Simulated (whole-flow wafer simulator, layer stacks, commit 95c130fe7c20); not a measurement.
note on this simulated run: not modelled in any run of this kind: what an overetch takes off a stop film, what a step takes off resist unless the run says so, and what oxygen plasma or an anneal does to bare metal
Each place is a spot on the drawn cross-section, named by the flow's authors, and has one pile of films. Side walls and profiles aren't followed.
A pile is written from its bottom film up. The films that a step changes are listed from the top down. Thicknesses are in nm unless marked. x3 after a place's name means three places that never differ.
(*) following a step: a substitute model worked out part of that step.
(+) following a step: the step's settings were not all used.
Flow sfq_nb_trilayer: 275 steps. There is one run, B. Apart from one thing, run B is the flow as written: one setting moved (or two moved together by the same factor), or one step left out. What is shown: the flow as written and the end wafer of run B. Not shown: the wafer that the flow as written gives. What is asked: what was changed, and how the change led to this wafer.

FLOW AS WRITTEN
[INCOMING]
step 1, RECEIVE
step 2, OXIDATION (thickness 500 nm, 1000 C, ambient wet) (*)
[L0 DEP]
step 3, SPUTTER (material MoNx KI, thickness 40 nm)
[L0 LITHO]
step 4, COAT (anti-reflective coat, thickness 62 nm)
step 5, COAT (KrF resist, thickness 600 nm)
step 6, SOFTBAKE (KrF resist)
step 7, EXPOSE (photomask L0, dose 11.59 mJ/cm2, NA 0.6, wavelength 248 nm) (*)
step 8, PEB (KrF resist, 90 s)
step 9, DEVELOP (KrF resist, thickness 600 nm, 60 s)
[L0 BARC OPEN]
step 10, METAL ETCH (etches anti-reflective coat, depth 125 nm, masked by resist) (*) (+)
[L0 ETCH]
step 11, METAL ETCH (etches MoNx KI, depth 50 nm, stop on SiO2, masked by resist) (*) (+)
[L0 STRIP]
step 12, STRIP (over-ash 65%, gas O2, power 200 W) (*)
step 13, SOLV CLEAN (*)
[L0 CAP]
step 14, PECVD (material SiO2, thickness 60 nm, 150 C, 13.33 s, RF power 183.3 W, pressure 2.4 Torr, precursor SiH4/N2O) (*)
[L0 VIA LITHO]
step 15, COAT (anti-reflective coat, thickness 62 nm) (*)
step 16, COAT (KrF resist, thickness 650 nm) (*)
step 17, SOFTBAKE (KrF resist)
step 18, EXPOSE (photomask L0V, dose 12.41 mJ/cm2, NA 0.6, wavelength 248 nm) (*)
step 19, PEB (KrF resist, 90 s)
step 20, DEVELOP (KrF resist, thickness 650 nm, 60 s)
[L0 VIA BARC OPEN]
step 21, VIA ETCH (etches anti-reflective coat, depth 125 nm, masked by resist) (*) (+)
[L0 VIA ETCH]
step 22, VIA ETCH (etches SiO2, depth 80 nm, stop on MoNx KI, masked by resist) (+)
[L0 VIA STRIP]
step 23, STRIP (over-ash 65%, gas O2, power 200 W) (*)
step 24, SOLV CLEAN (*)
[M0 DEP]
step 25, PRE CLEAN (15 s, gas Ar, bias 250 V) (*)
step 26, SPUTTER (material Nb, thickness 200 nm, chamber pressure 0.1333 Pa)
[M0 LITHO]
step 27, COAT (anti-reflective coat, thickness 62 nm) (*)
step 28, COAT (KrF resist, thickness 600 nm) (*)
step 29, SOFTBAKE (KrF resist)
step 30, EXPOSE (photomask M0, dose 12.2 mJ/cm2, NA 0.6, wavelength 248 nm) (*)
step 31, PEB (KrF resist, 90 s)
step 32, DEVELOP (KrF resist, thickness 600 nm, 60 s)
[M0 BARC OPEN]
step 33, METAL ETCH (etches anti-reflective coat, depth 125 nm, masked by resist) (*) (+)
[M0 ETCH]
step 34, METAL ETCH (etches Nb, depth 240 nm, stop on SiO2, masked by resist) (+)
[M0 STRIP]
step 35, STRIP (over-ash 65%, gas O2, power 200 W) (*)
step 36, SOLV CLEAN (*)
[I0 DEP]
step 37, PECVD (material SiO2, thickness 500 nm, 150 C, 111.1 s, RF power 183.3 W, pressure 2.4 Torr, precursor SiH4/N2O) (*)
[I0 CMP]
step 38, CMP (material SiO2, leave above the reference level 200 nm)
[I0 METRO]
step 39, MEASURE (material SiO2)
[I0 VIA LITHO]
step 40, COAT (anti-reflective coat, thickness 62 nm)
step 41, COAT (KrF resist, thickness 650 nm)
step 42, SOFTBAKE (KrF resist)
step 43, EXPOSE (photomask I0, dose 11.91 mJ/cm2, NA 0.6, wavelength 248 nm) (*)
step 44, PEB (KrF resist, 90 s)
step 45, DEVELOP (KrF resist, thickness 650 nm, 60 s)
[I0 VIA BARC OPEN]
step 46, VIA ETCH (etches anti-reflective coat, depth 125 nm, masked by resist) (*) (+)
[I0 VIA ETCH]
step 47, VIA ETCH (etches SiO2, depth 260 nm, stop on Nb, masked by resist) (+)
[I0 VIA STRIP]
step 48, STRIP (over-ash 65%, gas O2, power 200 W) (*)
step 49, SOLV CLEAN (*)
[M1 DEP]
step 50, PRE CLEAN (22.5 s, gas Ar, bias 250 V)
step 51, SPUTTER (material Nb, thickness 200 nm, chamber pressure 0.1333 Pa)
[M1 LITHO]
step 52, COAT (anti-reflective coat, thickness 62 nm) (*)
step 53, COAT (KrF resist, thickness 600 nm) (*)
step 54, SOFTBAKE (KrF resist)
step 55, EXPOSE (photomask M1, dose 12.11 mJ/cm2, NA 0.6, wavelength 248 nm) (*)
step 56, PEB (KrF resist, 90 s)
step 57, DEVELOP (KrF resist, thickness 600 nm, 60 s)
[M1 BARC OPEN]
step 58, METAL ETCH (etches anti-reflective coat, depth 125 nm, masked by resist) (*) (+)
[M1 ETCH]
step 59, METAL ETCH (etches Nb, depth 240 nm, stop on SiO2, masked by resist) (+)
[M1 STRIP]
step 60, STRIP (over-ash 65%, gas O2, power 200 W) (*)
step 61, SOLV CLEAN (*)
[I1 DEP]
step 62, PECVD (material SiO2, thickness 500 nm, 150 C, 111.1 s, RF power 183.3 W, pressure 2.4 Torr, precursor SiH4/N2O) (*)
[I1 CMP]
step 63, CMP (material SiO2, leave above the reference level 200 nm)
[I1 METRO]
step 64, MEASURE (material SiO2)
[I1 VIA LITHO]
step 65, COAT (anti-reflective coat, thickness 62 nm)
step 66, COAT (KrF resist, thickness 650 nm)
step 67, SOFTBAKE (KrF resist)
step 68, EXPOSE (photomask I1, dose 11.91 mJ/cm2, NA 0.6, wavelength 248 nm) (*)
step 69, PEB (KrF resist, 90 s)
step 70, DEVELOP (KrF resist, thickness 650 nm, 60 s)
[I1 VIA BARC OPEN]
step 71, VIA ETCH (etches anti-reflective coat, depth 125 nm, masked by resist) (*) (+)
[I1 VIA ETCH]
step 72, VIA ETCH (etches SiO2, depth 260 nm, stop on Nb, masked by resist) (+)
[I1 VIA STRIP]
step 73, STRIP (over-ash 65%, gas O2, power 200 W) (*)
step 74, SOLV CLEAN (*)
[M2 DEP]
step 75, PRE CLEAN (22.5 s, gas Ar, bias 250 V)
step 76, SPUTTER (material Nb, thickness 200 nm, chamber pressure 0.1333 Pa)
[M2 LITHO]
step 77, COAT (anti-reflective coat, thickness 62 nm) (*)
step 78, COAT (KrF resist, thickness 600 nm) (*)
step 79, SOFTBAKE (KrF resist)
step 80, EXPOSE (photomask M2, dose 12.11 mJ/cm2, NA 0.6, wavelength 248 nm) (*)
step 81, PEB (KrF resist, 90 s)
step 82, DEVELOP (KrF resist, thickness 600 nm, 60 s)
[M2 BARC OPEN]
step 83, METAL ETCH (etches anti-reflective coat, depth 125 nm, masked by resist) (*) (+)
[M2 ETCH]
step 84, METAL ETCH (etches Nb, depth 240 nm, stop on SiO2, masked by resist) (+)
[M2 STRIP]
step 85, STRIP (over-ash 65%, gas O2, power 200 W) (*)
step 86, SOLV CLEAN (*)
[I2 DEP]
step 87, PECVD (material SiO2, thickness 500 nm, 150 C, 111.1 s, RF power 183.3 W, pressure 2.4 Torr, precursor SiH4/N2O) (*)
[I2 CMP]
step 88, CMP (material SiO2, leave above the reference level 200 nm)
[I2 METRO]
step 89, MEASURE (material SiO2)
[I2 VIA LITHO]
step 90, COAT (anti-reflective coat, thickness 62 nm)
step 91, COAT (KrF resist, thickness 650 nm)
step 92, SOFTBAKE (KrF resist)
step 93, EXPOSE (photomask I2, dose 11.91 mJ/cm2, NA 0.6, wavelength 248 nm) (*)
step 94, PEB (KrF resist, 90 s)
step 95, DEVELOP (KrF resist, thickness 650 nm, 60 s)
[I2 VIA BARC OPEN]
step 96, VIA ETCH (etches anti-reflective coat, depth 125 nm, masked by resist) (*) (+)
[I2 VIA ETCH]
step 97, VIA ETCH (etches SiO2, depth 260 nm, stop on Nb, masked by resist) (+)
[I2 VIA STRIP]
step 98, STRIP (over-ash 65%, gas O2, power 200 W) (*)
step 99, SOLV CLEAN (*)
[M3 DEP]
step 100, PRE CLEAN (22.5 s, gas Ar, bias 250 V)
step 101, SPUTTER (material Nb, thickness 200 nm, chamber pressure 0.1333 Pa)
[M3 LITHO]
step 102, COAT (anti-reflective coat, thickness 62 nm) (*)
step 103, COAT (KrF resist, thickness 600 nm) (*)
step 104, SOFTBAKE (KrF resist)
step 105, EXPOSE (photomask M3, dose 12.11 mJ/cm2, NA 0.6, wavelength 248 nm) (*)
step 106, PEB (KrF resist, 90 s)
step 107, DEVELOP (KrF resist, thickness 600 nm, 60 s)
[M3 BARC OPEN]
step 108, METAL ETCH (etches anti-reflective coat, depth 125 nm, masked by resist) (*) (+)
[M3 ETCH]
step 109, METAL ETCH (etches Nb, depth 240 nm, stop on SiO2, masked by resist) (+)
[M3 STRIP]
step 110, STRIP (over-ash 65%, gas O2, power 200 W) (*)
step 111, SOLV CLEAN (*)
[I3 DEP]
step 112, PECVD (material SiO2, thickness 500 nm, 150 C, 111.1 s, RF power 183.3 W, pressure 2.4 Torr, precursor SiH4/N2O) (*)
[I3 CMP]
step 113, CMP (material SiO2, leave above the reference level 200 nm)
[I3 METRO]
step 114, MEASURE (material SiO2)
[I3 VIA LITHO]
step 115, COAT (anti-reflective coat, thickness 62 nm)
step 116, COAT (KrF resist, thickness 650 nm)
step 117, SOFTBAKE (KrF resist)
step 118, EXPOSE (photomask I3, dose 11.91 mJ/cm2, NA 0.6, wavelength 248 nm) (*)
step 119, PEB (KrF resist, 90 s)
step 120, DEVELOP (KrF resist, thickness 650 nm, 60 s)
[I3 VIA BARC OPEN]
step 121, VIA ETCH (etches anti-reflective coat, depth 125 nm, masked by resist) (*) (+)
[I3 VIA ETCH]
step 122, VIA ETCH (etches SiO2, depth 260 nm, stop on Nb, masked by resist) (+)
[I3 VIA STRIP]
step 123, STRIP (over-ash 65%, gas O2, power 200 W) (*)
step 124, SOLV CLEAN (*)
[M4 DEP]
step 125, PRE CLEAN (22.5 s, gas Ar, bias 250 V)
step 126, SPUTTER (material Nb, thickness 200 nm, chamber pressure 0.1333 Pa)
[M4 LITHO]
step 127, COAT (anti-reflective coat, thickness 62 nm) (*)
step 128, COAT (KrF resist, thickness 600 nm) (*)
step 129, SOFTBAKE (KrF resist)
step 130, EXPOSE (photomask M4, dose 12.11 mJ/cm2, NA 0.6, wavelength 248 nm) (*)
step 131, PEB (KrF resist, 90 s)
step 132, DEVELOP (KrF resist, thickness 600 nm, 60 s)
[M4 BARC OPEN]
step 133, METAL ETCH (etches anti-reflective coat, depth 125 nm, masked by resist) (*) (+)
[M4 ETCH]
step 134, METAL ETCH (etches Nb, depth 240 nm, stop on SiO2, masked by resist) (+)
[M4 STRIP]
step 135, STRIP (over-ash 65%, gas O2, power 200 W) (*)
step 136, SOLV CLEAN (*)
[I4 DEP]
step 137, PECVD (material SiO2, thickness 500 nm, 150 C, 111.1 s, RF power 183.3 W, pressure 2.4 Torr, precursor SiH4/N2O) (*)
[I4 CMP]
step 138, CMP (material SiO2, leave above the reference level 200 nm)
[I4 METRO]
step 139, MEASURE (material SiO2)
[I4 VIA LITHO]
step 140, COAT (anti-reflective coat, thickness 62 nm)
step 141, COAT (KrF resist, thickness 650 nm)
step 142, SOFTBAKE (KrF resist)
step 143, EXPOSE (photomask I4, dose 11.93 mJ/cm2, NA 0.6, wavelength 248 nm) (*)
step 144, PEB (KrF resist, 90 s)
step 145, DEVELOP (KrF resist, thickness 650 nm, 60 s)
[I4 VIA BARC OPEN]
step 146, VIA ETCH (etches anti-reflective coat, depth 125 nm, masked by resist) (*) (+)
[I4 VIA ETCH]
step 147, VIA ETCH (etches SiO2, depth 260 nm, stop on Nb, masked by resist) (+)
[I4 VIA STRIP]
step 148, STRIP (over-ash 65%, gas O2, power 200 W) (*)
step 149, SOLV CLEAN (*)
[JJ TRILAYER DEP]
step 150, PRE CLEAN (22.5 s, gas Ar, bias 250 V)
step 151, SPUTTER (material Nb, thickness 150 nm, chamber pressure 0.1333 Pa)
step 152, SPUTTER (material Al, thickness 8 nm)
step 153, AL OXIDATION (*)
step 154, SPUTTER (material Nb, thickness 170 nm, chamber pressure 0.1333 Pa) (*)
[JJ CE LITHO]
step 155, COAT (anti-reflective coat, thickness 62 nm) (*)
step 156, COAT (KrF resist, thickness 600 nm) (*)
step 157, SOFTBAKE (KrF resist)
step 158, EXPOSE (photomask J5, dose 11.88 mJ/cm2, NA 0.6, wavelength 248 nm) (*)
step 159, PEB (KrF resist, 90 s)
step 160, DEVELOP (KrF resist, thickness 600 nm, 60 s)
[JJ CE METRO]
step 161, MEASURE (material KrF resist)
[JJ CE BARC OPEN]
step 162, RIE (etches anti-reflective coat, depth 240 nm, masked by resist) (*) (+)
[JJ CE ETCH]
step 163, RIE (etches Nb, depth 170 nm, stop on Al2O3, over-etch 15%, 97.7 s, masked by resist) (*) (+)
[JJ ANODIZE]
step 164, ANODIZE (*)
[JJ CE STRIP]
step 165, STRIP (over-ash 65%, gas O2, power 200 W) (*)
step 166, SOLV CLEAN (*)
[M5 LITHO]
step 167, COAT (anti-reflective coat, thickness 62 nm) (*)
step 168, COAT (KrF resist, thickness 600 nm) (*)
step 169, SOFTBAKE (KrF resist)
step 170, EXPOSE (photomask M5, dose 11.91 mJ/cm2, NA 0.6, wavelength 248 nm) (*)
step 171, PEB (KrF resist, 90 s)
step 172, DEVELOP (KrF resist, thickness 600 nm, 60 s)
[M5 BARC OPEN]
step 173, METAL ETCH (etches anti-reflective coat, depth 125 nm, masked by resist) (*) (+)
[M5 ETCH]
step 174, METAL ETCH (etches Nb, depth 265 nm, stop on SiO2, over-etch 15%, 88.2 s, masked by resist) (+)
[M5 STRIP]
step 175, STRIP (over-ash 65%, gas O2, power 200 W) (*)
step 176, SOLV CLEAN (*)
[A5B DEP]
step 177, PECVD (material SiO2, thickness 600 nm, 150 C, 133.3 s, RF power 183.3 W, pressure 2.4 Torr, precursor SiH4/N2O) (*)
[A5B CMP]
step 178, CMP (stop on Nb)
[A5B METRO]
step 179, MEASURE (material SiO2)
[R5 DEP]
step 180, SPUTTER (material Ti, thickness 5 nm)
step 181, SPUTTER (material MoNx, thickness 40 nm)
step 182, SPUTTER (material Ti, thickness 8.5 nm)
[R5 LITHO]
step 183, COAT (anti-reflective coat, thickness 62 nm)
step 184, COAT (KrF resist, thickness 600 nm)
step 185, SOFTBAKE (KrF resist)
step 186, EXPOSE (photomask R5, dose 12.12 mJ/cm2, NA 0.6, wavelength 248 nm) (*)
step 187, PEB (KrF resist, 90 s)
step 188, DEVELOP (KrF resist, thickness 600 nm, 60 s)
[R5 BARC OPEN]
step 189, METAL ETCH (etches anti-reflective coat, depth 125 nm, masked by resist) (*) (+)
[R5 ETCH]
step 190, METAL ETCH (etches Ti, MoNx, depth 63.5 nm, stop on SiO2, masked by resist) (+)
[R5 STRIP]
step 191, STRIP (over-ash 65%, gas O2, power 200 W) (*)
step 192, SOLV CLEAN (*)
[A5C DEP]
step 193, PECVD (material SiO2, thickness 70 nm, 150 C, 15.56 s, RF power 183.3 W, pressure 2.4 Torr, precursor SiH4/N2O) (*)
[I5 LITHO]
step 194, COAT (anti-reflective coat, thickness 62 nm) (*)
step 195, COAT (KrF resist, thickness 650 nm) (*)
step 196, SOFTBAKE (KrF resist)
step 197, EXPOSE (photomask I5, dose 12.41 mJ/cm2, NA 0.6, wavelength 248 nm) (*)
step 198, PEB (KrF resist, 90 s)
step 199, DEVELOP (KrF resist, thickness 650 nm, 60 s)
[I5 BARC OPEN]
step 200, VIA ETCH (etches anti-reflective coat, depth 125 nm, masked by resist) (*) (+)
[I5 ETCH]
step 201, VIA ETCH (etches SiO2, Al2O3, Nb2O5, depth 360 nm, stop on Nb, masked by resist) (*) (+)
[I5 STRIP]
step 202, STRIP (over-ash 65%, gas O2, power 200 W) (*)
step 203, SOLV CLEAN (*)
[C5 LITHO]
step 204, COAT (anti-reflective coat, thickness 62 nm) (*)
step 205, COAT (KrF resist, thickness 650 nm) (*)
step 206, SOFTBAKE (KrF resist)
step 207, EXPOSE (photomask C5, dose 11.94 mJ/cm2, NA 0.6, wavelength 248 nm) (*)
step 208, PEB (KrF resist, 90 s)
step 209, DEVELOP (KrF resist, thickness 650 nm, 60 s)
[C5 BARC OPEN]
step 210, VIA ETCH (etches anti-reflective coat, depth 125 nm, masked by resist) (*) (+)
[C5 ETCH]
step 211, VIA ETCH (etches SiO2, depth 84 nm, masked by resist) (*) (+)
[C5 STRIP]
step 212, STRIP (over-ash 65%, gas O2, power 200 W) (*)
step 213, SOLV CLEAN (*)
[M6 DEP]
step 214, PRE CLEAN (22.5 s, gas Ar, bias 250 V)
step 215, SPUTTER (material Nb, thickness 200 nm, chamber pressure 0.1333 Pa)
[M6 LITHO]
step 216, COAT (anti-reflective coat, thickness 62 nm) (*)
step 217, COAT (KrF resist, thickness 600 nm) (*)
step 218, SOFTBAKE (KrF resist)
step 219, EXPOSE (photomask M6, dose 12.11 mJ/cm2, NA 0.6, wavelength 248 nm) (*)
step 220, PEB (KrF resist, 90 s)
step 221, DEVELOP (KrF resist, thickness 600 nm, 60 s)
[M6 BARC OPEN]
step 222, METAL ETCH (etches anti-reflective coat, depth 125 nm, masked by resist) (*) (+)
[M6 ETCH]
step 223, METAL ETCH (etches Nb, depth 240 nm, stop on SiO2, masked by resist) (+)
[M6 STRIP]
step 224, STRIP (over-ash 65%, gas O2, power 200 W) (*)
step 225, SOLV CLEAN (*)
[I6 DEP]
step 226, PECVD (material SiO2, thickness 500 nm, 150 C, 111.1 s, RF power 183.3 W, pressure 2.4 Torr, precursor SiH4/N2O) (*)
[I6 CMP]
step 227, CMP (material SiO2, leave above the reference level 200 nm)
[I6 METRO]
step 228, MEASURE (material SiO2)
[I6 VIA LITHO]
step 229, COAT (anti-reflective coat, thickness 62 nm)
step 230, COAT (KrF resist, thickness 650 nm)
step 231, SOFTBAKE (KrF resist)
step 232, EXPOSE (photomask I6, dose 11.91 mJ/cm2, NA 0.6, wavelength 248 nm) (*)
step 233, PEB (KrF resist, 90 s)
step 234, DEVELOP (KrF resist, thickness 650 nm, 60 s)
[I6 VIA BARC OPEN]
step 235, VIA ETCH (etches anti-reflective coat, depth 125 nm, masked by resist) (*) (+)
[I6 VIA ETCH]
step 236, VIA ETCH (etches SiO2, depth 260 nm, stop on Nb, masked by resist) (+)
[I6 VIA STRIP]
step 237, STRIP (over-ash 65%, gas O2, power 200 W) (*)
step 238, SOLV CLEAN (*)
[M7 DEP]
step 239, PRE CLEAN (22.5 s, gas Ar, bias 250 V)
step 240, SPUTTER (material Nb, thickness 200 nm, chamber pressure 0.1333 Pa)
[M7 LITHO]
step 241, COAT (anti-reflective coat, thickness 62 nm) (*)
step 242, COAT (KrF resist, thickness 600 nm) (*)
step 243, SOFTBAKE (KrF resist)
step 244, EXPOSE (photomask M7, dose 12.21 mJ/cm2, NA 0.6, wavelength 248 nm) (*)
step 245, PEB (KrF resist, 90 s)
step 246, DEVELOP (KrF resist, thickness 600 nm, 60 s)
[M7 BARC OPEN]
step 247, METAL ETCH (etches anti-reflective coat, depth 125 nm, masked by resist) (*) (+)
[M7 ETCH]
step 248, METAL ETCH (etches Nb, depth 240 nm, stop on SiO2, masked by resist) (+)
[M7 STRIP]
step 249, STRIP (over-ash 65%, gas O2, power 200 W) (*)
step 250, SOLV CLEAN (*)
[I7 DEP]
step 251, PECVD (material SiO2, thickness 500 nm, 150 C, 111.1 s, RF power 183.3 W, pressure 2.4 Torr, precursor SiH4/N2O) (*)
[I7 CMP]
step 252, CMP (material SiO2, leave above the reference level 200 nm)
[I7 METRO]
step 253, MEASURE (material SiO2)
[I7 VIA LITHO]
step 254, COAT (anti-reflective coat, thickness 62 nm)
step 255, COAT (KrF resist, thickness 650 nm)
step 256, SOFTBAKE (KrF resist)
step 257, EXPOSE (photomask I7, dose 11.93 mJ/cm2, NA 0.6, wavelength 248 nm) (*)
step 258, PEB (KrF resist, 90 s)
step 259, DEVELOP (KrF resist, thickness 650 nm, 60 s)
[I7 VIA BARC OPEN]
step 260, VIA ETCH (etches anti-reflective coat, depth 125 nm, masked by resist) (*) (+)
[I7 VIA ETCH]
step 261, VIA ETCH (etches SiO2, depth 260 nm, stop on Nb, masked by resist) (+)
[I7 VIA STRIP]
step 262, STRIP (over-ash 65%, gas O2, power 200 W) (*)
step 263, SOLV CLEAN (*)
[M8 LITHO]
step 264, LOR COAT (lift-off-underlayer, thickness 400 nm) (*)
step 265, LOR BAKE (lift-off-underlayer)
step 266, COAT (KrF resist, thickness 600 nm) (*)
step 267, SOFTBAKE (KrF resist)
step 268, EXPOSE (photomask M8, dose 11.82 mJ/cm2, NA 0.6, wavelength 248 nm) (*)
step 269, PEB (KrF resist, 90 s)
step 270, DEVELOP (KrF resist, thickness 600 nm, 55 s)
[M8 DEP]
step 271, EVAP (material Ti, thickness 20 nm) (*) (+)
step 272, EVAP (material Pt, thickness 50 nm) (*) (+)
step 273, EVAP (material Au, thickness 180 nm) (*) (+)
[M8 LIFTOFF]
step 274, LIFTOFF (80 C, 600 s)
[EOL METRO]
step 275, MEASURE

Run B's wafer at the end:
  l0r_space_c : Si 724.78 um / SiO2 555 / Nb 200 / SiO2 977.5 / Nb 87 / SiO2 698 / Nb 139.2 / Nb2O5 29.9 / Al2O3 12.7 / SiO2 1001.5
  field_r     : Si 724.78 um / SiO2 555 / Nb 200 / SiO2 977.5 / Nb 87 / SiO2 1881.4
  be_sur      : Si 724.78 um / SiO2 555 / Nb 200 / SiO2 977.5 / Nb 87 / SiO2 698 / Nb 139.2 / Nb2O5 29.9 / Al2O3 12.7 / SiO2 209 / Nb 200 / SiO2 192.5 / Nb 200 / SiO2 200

Cause: step 109, METAL ETCH: depth 113 nm was run, whereas the flow has depth 240 nm.

How this came from the change, step by step:
  step 109, METAL ETCH (etches Nb, depth 240 nm, stop on SiO2, masked by resist) (+)
      field_l, be, be_sur and 72 more: Nb loses 113 (it would be, as written: Nb loses 200 (all of it))
      v_sur, via_wl, via_w and 28 more: KrF resist loses 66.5 (it would be, as written: KrF resist loses 141.2)
  step 110, STRIP (over-ash 65%, gas O2, power 200 W) (*)
      p4_w1, p4_w2, p4_w3 and 21 more: KrF resist loses 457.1 (all of it), anti-reflective coat loses 62 (all of it) (it would be, as written: KrF resist loses 382.4 (all of it), anti-reflective coat loses 62 (all of it))
      via_wl, via_wr: KrF resist loses 458.9 (all of it), anti-reflective coat loses 34.2 (all of it) (it would be, as written: KrF resist loses 384.2 (all of it), anti-reflective coat loses 34.2 (all of it))
      (as well as at 5 more places)
  step 112, PECVD (material SiO2, thickness 500 nm, 150 C, 111.1 s, RF power 183.3 W, pressure 2.4 Torr, precursor SiH4/N2O) (*)
      field_l, be, be_sur and 64 more: SiO2 gains 500 (new film) (it would be, as written: SiO2 gains 500)
      p4_g1, p4_g2, p3_s0, p3_s1, p3_s2, p3_s3, p3_s4, p3_s5: SiO2 gains 500 (new film) (it would be, as written: SiO2 gains 557.1)
  step 113, CMP (material SiO2, leave above the reference level 200 nm)
      field_l, be, be_sur and 64 more: SiO2 loses 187 (it would be, as written: SiO2 loses 100)
      p4_g1, p4_g2, p3_s0, p3_s1, p3_s2, p3_s3, p3_s4, p3_s5: SiO2 loses 187 (it would be, as written: SiO2 loses 157.1)
With metal films that touch counted as one body, l0r_space_c has 3 bodies (between them, from the top down: SiO2 698; SiO2 977.5); the flow as written gives 2 bodies (between them, from the top down: SiO2 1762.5).
With metal films that touch counted as one body, field_r has 2 bodies (between them, from the top down: SiO2 977.5); the flow as written gives 1 body.
With metal films that touch counted as one body, be_sur has 5 bodies (between them, from the top down: SiO2 192.5; SiO2 209 / Al2O3 12.7 / Nb2O5 29.9; SiO2 698; SiO2 977.5); the flow as written gives 4 bodies (between them, from the top down: SiO2 192.5; SiO2 209 / Al2O3 12.7 / Nb2O5 29.9; SiO2 1762.5).
